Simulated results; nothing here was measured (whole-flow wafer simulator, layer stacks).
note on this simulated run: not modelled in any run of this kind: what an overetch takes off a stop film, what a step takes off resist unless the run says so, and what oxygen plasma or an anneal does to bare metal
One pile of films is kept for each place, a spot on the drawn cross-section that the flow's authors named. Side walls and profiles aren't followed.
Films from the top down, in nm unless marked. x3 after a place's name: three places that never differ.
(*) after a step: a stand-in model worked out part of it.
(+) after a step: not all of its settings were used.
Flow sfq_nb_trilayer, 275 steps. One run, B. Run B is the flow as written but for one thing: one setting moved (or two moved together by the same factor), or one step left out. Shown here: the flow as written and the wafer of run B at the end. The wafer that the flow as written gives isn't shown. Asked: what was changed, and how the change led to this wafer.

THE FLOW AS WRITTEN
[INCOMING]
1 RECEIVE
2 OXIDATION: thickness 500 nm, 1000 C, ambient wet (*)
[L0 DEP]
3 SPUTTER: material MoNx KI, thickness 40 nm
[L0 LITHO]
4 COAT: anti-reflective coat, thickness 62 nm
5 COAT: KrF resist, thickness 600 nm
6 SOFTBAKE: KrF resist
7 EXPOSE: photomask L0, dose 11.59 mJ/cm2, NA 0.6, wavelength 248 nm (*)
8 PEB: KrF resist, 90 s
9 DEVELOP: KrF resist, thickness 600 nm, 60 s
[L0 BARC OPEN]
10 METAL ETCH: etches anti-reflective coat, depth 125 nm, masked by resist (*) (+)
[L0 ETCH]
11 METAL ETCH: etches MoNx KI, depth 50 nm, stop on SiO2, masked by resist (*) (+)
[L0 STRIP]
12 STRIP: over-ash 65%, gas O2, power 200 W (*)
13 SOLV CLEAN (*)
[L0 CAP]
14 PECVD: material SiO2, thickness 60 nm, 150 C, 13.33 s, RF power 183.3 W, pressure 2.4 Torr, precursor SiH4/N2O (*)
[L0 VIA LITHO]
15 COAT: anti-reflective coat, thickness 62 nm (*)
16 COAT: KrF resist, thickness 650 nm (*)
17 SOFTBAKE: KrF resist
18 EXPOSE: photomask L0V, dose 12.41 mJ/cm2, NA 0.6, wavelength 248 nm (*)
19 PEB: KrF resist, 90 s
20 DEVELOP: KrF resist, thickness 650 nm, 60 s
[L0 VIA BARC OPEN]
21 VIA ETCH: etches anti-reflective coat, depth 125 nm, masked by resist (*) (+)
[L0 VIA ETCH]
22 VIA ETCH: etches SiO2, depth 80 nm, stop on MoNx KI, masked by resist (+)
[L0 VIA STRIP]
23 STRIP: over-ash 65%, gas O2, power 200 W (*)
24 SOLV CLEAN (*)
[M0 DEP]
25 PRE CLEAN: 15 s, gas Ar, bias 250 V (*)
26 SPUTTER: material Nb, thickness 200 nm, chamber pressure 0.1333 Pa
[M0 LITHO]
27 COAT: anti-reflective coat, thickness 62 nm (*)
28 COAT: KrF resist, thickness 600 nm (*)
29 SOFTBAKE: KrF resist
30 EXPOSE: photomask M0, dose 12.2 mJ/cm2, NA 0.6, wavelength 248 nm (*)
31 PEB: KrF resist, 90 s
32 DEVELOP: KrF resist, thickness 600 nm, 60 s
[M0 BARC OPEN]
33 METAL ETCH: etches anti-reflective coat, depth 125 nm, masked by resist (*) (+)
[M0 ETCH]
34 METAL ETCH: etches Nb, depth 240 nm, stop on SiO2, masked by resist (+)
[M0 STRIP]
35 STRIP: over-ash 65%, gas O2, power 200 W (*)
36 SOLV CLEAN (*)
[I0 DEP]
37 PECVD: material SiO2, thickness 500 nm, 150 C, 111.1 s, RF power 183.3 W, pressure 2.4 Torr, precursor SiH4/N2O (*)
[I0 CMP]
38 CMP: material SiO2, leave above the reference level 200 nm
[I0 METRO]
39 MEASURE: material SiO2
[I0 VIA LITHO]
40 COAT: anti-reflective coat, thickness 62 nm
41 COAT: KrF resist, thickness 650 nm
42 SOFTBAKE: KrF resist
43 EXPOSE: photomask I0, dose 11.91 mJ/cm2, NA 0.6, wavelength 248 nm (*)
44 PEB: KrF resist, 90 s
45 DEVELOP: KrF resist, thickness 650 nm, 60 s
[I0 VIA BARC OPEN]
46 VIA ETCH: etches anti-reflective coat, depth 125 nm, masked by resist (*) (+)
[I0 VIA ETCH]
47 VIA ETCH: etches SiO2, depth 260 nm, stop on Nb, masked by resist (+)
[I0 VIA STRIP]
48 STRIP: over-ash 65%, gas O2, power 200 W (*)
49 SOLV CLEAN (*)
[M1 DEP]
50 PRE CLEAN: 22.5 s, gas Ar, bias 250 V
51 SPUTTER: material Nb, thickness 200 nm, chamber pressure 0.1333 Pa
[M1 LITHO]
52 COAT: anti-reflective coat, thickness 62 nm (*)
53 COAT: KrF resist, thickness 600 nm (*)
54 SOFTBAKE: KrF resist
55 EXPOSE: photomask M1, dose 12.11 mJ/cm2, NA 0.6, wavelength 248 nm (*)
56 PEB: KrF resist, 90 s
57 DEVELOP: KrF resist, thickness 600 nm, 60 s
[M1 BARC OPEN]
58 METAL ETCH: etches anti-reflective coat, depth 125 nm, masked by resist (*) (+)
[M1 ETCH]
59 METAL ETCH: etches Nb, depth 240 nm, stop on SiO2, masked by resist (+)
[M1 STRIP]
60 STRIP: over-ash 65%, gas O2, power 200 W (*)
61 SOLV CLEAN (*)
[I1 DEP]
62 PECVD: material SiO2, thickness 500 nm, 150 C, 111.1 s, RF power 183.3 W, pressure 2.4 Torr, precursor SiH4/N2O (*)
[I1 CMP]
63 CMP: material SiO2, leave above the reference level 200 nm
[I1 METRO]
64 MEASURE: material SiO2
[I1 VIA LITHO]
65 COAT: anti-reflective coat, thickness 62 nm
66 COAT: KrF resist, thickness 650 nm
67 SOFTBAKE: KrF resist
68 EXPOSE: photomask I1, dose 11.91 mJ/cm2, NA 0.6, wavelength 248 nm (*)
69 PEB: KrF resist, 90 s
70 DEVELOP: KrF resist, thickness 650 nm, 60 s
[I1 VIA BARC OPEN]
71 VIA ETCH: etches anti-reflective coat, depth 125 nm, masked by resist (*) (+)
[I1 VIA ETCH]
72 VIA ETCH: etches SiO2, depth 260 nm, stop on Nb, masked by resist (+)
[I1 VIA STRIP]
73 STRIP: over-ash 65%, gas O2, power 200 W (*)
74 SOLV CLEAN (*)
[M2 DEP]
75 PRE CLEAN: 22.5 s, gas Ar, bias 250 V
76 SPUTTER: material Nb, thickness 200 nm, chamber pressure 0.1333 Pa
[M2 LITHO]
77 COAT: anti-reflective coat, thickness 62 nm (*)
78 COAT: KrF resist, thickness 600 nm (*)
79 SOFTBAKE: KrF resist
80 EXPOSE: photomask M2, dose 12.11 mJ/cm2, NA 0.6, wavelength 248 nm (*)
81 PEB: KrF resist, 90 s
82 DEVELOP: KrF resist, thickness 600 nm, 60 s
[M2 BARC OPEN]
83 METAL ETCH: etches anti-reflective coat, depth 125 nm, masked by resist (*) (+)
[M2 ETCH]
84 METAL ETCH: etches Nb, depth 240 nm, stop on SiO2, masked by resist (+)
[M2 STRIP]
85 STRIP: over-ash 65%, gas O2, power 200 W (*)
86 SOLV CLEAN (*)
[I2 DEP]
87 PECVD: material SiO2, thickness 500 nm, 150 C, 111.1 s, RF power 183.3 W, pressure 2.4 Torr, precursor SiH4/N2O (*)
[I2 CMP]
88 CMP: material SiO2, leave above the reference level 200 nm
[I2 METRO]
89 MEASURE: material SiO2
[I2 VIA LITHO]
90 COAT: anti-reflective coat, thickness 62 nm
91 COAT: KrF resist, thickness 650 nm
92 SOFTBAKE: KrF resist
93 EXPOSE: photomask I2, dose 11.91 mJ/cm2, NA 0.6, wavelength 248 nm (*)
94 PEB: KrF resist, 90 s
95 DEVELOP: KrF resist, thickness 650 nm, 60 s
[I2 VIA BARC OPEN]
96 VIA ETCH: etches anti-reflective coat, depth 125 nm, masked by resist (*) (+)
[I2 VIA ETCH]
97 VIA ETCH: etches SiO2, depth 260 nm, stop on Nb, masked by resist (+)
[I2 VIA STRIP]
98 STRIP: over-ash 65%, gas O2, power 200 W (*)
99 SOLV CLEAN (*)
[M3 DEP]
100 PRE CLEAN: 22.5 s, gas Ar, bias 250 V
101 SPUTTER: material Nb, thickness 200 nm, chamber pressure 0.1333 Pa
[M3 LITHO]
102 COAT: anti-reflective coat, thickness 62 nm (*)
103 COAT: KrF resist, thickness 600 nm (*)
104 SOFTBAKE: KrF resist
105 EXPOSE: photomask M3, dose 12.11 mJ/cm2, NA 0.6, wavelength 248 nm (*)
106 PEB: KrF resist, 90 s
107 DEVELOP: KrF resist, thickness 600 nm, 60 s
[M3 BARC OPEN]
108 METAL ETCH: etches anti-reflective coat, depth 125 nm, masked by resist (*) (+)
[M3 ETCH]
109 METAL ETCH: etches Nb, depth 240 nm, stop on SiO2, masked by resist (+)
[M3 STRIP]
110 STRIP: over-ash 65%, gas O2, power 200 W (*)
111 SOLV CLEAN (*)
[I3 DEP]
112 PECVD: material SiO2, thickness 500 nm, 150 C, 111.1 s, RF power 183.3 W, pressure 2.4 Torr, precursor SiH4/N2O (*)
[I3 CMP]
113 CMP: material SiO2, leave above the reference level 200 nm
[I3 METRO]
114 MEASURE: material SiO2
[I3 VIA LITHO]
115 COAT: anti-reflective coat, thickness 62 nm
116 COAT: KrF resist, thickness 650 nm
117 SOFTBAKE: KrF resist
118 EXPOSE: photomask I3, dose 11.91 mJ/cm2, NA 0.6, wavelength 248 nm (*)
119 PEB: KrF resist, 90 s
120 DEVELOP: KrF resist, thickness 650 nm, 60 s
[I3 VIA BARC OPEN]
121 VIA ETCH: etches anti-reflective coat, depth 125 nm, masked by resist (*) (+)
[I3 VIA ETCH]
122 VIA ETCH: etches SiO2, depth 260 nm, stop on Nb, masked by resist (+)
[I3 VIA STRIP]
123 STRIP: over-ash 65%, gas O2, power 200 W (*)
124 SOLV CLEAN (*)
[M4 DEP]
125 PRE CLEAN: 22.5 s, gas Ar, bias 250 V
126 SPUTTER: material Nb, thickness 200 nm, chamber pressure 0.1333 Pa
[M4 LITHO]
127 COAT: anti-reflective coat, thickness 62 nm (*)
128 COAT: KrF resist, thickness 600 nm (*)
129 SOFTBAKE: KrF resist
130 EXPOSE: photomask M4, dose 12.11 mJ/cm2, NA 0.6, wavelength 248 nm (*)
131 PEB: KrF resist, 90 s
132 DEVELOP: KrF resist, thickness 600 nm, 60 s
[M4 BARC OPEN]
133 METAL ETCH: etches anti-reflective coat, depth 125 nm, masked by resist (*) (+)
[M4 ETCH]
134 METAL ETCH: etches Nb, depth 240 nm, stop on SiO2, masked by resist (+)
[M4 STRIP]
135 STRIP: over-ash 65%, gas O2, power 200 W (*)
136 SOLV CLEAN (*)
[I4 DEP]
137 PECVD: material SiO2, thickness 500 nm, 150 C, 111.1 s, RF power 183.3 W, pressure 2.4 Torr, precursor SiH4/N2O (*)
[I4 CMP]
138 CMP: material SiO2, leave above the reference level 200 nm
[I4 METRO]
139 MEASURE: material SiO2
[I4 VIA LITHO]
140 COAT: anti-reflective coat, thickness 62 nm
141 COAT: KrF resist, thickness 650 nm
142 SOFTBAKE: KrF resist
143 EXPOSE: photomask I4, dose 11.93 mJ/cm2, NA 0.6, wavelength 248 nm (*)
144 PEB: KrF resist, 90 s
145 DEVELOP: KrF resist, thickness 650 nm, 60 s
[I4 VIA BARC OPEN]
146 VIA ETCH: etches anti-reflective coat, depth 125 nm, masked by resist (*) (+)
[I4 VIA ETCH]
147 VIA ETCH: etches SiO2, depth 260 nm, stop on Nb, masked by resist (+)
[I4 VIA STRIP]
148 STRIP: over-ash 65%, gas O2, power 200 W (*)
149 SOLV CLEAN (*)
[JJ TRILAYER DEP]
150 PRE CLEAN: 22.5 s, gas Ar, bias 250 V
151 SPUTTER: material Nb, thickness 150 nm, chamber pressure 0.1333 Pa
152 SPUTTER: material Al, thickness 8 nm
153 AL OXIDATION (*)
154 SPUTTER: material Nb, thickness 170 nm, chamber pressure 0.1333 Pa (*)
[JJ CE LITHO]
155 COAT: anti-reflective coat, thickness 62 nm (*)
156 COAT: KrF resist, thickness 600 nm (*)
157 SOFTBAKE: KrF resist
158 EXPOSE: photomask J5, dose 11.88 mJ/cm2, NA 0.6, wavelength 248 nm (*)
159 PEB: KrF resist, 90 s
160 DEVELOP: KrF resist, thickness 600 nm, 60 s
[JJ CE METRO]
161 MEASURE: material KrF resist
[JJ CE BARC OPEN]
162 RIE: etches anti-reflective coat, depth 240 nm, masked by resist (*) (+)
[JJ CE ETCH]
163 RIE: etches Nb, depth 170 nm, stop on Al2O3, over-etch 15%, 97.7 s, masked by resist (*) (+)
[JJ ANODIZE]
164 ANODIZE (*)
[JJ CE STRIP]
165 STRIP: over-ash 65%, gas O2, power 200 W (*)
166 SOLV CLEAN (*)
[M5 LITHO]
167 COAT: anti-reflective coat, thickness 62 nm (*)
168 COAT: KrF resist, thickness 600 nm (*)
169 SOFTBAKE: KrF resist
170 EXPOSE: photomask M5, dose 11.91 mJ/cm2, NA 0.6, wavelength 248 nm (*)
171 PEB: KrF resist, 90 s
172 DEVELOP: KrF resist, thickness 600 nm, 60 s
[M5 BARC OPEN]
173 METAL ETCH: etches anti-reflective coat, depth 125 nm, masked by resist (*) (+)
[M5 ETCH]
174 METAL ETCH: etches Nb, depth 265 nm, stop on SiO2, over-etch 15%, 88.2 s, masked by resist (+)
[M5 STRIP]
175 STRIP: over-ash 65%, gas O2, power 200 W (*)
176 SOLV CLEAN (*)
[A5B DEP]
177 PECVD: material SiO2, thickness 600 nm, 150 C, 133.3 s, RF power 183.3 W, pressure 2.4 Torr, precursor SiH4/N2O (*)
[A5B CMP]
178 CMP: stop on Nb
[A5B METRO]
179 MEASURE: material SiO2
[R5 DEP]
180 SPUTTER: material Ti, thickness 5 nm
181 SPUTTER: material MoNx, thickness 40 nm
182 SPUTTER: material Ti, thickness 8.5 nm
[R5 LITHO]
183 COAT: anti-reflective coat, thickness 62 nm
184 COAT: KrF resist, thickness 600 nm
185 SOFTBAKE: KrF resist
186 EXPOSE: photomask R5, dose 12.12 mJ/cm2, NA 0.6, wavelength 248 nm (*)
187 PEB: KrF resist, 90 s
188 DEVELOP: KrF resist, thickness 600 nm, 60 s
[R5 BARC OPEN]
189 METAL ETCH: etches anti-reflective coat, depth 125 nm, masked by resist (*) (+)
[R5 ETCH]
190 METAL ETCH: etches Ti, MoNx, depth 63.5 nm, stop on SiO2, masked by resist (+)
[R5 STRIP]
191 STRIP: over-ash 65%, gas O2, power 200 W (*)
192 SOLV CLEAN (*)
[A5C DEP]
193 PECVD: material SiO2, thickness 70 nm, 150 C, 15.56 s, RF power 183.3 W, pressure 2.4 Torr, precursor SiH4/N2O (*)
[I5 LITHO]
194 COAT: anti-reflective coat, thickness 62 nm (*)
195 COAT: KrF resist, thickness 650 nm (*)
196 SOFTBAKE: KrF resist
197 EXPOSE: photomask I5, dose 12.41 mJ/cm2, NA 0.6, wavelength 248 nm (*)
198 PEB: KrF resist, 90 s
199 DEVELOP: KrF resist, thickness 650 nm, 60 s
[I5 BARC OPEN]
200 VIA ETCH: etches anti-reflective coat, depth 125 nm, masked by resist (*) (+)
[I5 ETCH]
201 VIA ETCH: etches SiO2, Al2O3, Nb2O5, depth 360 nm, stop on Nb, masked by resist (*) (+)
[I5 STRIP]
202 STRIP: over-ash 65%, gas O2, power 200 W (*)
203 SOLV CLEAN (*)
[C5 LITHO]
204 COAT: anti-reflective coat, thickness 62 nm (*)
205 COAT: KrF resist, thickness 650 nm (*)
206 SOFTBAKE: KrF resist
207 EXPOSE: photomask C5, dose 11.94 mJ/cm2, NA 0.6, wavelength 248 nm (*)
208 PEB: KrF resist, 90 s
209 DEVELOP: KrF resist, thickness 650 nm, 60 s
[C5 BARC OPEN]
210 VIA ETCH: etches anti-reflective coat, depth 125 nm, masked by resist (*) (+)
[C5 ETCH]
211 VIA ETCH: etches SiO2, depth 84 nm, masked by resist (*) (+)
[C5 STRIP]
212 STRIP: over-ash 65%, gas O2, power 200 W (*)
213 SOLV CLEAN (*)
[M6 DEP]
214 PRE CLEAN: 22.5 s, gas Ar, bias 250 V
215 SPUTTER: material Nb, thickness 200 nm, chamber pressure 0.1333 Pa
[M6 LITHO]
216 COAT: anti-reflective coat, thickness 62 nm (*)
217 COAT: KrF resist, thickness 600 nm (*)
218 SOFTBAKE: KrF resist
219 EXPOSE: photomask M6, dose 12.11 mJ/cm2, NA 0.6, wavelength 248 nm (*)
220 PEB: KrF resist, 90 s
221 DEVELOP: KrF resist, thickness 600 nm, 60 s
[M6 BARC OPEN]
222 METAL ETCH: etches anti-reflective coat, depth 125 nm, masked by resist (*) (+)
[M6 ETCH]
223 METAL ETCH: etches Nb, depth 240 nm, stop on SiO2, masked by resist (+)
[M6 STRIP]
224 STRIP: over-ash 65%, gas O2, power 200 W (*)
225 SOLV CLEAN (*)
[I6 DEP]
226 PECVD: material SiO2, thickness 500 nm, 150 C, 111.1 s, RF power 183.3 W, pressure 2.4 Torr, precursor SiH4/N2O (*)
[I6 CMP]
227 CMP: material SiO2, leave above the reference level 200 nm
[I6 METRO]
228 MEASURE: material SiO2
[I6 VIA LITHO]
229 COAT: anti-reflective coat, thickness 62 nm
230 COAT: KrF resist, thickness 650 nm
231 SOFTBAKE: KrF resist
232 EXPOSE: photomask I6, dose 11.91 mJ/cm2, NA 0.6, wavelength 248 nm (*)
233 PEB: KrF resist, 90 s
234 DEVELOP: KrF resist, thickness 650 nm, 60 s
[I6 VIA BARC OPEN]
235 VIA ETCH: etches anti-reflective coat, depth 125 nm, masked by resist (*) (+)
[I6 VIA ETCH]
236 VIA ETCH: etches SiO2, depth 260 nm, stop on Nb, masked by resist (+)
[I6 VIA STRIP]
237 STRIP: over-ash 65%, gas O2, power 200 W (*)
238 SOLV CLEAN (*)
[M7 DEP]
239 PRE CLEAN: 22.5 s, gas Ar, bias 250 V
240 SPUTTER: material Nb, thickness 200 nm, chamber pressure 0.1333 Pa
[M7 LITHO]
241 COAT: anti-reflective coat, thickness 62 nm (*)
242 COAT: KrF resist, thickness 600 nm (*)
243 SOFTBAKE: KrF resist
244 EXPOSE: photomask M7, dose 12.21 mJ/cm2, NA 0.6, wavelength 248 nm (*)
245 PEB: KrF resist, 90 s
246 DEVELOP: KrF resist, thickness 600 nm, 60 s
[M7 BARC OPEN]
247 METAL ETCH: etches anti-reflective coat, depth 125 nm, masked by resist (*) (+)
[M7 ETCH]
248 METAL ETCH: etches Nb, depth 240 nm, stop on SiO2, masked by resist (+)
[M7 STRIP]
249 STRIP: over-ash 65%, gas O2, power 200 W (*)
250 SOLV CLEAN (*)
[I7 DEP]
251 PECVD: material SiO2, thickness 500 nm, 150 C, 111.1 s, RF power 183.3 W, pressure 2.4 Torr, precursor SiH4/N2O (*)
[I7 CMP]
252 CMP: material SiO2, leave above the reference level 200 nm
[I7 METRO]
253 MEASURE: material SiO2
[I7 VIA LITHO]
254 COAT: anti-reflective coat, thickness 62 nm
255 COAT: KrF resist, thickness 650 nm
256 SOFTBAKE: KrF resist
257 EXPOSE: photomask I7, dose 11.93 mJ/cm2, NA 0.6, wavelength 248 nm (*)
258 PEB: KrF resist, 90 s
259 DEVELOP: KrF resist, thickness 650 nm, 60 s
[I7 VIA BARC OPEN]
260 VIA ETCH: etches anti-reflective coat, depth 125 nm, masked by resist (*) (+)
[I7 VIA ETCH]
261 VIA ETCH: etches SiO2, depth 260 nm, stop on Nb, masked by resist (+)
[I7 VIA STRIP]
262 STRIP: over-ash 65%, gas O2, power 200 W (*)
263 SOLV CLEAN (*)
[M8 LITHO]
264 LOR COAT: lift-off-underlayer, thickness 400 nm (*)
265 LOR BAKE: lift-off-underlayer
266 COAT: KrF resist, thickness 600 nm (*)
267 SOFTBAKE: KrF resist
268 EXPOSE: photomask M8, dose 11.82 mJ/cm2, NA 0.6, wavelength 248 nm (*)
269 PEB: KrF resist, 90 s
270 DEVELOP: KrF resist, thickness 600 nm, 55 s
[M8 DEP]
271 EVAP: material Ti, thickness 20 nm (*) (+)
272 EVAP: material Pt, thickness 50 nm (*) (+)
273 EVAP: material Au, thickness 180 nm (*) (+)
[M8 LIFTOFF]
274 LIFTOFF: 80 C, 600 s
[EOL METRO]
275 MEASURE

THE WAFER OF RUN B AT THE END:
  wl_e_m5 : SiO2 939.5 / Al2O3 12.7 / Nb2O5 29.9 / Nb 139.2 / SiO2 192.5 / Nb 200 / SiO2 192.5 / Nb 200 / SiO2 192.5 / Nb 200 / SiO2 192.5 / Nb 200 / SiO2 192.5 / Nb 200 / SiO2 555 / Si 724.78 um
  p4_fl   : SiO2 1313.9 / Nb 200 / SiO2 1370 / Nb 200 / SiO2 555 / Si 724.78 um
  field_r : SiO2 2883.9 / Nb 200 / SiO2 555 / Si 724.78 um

The cause: step 227, CMP: leave above the reference level 138 nm was run, where the flow has leave above the reference level 200 nm.

How the change led to this, step by step:
  227 CMP: material SiO2, leave above the reference level 200 nm
      field_l, p4_fl, p4_fm and 59 more: SiO2 -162 (as written it would be: SiO2 -100)
      v_sur, via_wl, via_w and 15 more: SiO2 -362 (as written it would be: SiO2 -300)
      (and at 26 more places)
  236 VIA ETCH: etches SiO2, depth 260 nm, stop on Nb, masked by resist (+)
      field_l, v_sur, via_wl and 102 more: KrF resist -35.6 (as written it would be: KrF resist -44.8)
      via_v: SiO2 -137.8 (all of it) (as written it would be: SiO2 -199.8 (all of it))
  240 SPUTTER: material Nb, thickness 200 nm, chamber pressure 0.1333 Pa
      via_v: Nb +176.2 (as written it would be: Nb +161.1)
  241 COAT: anti-reflective coat, thickness 62 nm (*)
      via_sp: anti-reflective coat +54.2 (new film) (as written it would be: anti-reflective coat +53.1 (new film))
      via_v: anti-reflective coat +111.1 (new film) (as written it would be: anti-reflective coat +126 (new film))
      (and at 1 more place)
  242 COAT: KrF resist, thickness 600 nm (*)
      via_v: KrF resist +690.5 (new film) (as written it would be: KrF resist +742.5 (new film))
  249 STRIP: over-ash 65%, gas O2, power 200 W (*)
      via_sp: KrF resist -378 (all of it), anti-reflective coat -54.2 (all of it) (as written it would be: KrF resist -373.6 (all of it), anti-reflective coat -53.1 (all of it))
      via_v: KrF resist -472.6 (all of it), anti-reflective coat -111.1 (all of it) (as written it would be: KrF resist -524.5 (all of it), anti-reflective coat -126 (all of it))
      (and at 1 more place)
  251 PECVD: material SiO2, thickness 500 nm, 150 C, 111.1 s, RF power 183.3 W, pressure 2.4 Torr, precursor SiH4/N2O (*)
      via_v: SiO2 +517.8 (new film) (as written it would be: SiO2 +621 (new film))
  252 CMP: material SiO2, leave above the reference level 200 nm
      via_v: SiO2 -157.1 (as written it would be: SiO2 -183.1)
